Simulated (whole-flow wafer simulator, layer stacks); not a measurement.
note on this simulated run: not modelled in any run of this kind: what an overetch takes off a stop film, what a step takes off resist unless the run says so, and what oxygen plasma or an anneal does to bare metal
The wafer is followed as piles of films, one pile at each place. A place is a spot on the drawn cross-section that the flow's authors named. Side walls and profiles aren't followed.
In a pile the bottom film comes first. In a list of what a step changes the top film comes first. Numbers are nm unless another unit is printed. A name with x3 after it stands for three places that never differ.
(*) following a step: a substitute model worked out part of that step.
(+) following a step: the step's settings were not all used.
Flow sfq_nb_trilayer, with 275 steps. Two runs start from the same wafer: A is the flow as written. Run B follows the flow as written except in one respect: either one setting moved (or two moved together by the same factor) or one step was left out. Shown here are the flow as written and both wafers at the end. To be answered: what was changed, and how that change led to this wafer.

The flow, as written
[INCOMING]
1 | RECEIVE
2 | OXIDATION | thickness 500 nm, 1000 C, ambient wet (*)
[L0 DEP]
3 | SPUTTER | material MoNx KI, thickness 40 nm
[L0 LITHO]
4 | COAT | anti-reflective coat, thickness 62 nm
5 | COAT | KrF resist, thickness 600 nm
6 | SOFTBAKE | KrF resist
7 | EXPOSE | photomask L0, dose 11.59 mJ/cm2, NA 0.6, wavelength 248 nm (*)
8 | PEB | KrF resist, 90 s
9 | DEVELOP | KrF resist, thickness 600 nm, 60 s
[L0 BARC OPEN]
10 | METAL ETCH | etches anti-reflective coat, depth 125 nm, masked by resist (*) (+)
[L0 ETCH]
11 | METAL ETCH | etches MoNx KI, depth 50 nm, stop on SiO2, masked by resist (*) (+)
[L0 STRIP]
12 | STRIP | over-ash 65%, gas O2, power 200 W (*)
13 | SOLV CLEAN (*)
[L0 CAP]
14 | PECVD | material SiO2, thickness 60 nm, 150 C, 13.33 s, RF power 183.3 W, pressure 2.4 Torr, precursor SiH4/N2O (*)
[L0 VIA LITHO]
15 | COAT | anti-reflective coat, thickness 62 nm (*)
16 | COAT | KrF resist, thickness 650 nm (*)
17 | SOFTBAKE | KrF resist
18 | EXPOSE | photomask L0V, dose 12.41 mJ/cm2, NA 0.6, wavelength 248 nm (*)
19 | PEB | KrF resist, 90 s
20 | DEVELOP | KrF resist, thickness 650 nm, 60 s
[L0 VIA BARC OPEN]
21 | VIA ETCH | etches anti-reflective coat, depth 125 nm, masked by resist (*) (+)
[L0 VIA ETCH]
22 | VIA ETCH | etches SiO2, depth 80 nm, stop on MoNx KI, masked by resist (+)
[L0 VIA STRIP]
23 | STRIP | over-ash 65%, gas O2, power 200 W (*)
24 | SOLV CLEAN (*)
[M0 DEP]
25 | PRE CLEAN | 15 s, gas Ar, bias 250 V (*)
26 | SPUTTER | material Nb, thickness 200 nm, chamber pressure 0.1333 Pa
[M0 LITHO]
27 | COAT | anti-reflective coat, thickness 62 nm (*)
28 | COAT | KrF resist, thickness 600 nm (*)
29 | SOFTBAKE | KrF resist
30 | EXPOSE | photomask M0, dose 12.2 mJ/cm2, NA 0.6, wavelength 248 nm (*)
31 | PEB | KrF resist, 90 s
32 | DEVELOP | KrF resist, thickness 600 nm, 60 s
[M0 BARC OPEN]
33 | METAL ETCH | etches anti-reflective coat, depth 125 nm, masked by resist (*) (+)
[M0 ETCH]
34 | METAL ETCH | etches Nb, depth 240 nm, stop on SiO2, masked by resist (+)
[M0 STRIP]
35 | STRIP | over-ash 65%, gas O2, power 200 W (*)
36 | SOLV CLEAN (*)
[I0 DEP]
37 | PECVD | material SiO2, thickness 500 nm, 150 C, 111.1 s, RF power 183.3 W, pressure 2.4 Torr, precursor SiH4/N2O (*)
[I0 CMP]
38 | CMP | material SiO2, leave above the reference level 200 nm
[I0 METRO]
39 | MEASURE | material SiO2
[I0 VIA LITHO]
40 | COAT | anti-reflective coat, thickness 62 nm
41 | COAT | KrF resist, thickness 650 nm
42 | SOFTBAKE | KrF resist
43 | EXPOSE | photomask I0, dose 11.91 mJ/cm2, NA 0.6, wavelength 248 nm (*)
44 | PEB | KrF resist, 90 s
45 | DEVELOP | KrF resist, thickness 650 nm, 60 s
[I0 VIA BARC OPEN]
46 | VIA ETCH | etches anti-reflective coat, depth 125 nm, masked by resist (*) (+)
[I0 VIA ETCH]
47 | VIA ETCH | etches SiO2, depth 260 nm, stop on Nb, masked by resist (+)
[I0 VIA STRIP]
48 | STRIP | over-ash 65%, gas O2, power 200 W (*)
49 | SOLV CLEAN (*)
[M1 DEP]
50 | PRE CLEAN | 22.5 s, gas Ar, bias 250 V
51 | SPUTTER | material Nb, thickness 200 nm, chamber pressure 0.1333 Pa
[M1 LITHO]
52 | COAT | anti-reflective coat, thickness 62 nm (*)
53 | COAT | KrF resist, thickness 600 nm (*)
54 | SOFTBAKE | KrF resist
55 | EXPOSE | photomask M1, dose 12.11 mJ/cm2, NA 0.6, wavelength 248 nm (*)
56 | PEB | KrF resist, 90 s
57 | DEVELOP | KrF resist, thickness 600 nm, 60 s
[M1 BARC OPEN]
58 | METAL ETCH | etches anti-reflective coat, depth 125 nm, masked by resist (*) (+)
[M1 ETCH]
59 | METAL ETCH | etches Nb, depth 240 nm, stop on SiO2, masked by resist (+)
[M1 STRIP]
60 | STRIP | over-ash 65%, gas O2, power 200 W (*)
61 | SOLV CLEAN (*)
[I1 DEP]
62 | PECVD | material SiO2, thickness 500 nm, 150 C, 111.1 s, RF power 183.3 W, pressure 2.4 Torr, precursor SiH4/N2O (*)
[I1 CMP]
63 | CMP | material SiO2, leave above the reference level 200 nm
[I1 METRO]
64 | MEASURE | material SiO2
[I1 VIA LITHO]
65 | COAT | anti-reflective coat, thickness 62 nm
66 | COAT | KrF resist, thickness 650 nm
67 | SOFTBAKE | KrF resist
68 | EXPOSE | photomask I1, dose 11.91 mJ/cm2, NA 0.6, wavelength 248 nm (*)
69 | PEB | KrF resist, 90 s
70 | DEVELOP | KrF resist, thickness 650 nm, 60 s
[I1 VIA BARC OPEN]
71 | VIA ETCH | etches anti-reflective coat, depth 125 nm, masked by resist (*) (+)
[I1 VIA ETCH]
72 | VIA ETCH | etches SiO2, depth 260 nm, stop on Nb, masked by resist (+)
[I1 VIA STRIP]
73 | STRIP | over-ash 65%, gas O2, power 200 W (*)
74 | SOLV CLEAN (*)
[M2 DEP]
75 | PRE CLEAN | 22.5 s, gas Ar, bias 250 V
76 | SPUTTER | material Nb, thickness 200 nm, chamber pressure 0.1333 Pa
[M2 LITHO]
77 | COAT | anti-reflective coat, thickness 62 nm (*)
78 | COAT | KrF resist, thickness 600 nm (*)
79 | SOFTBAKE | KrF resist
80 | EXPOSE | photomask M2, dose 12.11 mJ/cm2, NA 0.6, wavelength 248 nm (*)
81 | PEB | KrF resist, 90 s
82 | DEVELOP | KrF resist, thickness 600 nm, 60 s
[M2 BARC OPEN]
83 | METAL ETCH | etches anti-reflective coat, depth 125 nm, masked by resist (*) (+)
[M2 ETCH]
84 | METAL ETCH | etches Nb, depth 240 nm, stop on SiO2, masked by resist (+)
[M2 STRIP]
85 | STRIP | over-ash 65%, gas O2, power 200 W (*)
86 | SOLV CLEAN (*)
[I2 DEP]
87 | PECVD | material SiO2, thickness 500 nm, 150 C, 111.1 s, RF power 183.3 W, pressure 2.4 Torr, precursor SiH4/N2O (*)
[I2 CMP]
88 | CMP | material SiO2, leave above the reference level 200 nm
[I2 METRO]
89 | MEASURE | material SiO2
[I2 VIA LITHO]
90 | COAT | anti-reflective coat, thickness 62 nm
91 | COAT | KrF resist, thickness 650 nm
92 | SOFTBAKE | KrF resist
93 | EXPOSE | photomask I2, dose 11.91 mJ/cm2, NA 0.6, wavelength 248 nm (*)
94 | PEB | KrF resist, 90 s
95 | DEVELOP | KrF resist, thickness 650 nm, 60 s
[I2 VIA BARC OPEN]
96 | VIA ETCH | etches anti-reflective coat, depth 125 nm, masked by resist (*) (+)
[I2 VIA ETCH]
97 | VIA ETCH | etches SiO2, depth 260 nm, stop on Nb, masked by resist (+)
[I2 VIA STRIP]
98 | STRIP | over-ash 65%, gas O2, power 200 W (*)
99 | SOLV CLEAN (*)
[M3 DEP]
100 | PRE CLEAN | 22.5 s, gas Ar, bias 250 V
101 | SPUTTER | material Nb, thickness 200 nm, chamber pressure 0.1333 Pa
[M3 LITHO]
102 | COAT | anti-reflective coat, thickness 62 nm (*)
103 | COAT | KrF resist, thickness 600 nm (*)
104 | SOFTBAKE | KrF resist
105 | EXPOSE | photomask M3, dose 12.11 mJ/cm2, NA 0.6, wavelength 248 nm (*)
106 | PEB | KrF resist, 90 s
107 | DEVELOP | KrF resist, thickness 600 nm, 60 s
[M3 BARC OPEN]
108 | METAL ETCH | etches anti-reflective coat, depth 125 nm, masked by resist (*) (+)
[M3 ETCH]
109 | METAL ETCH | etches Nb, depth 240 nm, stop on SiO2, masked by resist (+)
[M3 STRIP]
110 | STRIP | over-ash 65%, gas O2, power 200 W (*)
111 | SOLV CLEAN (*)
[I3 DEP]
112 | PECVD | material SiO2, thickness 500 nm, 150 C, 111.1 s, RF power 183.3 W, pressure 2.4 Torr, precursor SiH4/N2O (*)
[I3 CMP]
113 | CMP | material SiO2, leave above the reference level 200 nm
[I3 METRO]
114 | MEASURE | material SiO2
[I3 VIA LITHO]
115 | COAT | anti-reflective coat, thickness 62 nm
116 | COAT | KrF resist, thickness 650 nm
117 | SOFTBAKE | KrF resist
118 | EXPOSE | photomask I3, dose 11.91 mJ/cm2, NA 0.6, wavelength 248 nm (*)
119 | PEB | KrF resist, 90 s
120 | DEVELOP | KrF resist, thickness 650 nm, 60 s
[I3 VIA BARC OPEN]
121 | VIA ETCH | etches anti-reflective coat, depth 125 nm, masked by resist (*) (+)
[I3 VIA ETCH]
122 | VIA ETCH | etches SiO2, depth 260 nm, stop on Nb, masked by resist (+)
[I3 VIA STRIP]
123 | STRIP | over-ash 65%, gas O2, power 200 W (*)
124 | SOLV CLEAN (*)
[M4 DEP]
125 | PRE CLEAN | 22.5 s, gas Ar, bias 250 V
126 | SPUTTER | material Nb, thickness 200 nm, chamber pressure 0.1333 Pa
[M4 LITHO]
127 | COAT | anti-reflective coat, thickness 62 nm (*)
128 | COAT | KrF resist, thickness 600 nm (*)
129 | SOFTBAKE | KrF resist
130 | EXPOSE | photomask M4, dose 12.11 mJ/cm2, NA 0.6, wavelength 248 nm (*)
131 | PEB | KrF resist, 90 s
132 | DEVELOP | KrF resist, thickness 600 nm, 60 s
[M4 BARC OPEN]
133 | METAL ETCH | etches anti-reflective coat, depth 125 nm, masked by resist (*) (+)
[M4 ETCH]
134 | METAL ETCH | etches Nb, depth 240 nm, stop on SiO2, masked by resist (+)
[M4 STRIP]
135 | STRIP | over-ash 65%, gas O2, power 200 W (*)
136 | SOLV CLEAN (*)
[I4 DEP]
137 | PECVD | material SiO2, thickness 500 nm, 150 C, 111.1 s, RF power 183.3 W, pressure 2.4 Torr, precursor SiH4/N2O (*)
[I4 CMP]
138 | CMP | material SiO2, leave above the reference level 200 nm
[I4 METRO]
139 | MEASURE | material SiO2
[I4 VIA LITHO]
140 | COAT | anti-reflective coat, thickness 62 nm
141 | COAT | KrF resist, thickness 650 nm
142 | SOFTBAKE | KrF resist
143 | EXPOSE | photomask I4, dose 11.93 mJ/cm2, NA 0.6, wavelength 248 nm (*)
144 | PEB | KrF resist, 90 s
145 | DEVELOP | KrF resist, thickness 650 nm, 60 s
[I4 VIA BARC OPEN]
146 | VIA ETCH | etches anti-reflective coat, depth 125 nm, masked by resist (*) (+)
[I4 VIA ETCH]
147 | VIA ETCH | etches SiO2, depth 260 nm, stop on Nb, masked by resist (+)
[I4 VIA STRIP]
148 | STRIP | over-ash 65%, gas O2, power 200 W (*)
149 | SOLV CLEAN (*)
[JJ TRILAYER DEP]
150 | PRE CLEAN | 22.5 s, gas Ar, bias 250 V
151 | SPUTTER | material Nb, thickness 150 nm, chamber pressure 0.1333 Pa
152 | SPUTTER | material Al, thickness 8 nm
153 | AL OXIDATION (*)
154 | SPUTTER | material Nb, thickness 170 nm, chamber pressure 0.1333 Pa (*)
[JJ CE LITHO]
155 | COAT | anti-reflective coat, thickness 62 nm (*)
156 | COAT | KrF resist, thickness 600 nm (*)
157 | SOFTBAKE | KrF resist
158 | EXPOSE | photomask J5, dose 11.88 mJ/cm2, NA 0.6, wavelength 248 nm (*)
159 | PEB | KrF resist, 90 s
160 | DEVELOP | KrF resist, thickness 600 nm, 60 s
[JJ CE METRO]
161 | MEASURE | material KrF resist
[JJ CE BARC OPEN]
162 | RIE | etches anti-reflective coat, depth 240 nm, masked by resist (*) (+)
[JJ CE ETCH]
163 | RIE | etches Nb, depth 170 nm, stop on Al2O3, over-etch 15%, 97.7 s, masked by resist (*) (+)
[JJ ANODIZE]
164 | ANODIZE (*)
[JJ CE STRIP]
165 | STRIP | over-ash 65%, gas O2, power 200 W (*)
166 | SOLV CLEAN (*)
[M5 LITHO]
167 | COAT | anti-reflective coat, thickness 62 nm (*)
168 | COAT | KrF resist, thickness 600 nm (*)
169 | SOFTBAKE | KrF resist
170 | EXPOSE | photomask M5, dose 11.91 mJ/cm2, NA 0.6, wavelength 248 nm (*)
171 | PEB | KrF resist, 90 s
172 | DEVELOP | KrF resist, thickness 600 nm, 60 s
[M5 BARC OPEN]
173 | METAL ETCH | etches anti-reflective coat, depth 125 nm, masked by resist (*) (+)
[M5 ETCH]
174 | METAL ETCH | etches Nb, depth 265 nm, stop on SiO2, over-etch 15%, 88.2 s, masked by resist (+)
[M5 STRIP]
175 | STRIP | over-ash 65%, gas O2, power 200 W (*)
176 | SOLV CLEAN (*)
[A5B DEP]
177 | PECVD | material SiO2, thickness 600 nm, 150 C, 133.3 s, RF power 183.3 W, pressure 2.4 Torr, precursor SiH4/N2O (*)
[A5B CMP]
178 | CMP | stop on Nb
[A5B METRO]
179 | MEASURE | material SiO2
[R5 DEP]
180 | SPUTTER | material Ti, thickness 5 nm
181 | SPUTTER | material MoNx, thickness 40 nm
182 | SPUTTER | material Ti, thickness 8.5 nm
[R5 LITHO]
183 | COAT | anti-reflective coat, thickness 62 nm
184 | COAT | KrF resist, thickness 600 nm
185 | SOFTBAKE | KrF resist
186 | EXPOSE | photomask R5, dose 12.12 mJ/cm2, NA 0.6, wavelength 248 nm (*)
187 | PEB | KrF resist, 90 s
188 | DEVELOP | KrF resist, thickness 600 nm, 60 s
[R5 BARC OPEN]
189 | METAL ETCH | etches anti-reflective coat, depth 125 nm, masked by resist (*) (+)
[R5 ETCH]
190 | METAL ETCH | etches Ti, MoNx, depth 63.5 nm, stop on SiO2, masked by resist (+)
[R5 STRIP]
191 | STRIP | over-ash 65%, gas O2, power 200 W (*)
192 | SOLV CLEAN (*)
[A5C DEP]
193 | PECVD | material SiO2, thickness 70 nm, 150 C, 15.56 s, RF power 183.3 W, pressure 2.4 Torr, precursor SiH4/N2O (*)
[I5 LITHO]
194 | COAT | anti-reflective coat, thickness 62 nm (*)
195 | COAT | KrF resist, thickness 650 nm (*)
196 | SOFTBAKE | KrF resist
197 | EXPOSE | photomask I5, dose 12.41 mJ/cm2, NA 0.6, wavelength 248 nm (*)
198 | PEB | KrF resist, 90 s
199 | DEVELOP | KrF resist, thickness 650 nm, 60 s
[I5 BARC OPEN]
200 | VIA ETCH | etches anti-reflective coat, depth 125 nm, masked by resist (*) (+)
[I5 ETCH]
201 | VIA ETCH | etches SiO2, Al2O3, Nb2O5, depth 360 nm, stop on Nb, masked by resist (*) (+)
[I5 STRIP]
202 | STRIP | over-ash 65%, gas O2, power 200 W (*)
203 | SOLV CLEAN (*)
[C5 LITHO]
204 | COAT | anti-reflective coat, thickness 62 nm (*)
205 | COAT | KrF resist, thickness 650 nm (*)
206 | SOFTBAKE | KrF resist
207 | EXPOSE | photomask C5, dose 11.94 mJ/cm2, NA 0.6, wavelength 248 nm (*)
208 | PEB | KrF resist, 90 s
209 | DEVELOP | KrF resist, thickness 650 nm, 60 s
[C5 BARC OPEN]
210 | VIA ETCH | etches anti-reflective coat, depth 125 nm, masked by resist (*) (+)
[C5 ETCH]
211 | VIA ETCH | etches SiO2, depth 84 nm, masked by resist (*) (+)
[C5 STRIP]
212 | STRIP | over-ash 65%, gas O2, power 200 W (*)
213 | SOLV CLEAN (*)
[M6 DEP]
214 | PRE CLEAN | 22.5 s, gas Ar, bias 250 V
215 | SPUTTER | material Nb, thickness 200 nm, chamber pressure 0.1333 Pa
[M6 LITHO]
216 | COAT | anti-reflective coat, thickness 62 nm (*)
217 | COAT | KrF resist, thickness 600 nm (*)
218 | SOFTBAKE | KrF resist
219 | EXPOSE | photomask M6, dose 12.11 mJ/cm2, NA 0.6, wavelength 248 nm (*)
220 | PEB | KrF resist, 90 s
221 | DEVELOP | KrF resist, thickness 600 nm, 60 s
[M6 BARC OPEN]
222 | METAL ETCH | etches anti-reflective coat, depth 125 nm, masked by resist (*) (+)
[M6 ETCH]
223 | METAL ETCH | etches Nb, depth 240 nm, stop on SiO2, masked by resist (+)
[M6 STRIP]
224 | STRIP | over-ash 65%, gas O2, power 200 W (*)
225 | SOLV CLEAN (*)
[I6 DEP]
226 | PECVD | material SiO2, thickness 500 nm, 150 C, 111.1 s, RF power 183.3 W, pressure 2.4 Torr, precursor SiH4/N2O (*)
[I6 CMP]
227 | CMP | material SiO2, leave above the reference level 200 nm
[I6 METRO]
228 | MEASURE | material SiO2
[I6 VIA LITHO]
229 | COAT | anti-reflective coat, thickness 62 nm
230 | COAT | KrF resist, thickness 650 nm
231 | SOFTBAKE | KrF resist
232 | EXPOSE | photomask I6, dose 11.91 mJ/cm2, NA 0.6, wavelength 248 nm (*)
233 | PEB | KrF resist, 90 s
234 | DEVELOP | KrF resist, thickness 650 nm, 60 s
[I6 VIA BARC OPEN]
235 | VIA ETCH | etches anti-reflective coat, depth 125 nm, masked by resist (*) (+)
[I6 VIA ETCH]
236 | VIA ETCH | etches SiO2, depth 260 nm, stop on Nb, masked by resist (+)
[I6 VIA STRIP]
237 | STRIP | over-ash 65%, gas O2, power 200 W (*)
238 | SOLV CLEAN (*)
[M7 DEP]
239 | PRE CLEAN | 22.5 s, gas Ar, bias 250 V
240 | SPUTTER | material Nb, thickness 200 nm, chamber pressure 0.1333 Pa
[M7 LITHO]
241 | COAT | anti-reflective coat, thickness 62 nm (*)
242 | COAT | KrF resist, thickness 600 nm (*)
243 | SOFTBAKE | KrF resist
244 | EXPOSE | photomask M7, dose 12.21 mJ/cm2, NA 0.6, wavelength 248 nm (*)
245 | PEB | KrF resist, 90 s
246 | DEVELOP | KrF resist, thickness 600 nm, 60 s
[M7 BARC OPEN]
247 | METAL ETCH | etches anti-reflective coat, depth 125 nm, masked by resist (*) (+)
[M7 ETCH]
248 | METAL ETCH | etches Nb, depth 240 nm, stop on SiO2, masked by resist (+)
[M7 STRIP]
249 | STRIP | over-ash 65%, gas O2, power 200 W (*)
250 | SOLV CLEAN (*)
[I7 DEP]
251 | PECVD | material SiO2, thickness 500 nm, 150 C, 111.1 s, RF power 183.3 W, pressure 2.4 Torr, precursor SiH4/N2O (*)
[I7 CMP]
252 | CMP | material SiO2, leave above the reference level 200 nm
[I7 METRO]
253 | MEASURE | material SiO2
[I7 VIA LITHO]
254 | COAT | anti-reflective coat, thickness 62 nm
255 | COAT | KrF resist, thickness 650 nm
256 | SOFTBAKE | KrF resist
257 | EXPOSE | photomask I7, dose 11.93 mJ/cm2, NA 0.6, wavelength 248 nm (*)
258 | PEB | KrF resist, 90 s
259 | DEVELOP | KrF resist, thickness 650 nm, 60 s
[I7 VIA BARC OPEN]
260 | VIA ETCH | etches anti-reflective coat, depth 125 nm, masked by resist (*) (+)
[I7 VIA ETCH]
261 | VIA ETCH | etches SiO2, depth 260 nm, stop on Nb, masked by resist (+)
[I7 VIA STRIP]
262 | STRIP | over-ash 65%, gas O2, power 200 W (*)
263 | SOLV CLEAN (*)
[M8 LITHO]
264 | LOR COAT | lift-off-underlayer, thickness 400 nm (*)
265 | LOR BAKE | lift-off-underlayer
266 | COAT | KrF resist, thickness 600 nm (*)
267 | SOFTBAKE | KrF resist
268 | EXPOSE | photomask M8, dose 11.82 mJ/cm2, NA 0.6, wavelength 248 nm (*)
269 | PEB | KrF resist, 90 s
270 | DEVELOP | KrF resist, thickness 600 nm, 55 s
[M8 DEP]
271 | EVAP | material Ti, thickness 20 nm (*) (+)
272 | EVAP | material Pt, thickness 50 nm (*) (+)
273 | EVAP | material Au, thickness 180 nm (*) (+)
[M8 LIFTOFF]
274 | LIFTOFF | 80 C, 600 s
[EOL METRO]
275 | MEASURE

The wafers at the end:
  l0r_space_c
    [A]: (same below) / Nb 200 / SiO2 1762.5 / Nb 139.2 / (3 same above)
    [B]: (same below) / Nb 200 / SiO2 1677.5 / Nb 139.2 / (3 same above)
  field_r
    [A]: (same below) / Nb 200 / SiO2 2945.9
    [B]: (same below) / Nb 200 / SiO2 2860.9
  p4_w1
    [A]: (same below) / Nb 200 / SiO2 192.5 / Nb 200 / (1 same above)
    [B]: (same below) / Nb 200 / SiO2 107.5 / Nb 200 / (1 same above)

The reason: step 113, CMP: leave above the reference level 115 nm was run, though the flow has leave above the reference level 200 nm.

The path from the change to this, step by step:
  113 | CMP | material SiO2, leave above the reference level 200 nm
      field_l, be, be_sur and 64 more: A SiO2 loses 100 | B SiO2 loses 185
      v_sur, via_wl, via_wr and 27 more: A SiO2 loses 300 | B SiO2 loses 385
      (and at 9 other places as well)
  122 | VIA ETCH | etches SiO2, depth 260 nm, stop on Nb, masked by resist (+)
      field_l, v_sur, via_wl and 102 more: A KrF resist loses 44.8 | B KrF resist loses 29.7
      via_v: A SiO2 loses 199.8 (all of it) | B SiO2 loses 114.8 (all of it)
  123 | STRIP | over-ash 65%, gas O2, power 200 W (*)
      field_l, v_sur, via_wl and 102 more: A KrF resist loses 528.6 (all of it), anti-reflective coat loses 62 (all of it) | B KrF resist loses 543.7 (all of it), anti-reflective coat loses 62 (all of it)
  126 | SPUTTER | material Nb, thickness 200 nm, chamber pressure 0.1333 Pa
      via_v: A Nb gains 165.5 | B Nb gains 184.4
  127 | COAT | anti-reflective coat, thickness 62 nm (*)
      via_sp: A anti-reflective coat gains 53 (new film) | B anti-reflective coat gains 54.8 (new film)
      via_v: A anti-reflective coat gains 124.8 (new film) | B anti-reflective coat gains 105.2 (new film)
      (and at 1 other place as well)
  128 | COAT | KrF resist, thickness 600 nm (*)
      via_v: A KrF resist gains 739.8 (new film) | B KrF resist gains 669.5 (new film)
  135 | STRIP | over-ash 65%, gas O2, power 200 W (*)
      via_sp: A KrF resist loses 373.9 (all of it), anti-reflective coat loses 53 (all of it) | B KrF resist loses 379.6 (all of it), anti-reflective coat loses 54.8 (all of it)
      via_v: A KrF resist loses 521.8 (all of it), anti-reflective coat loses 124.8 (all of it) | B KrF resist loses 451.7 (all of it), anti-reflective coat loses 105.2 (all of it)
      (and at 1 other place as well)
  137 | PECVD | material SiO2, thickness 500 nm, 150 C, 111.1 s, RF power 183.3 W, pressure 2.4 Torr, precursor SiH4/N2O (*)
      via_v: A SiO2 gains 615 (new film) | B SiO2 gains 500 (new film)
  138 | CMP | material SiO2, leave above the reference level 200 nm
      via_v: A SiO2 loses 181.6 | B SiO2 loses 170.4
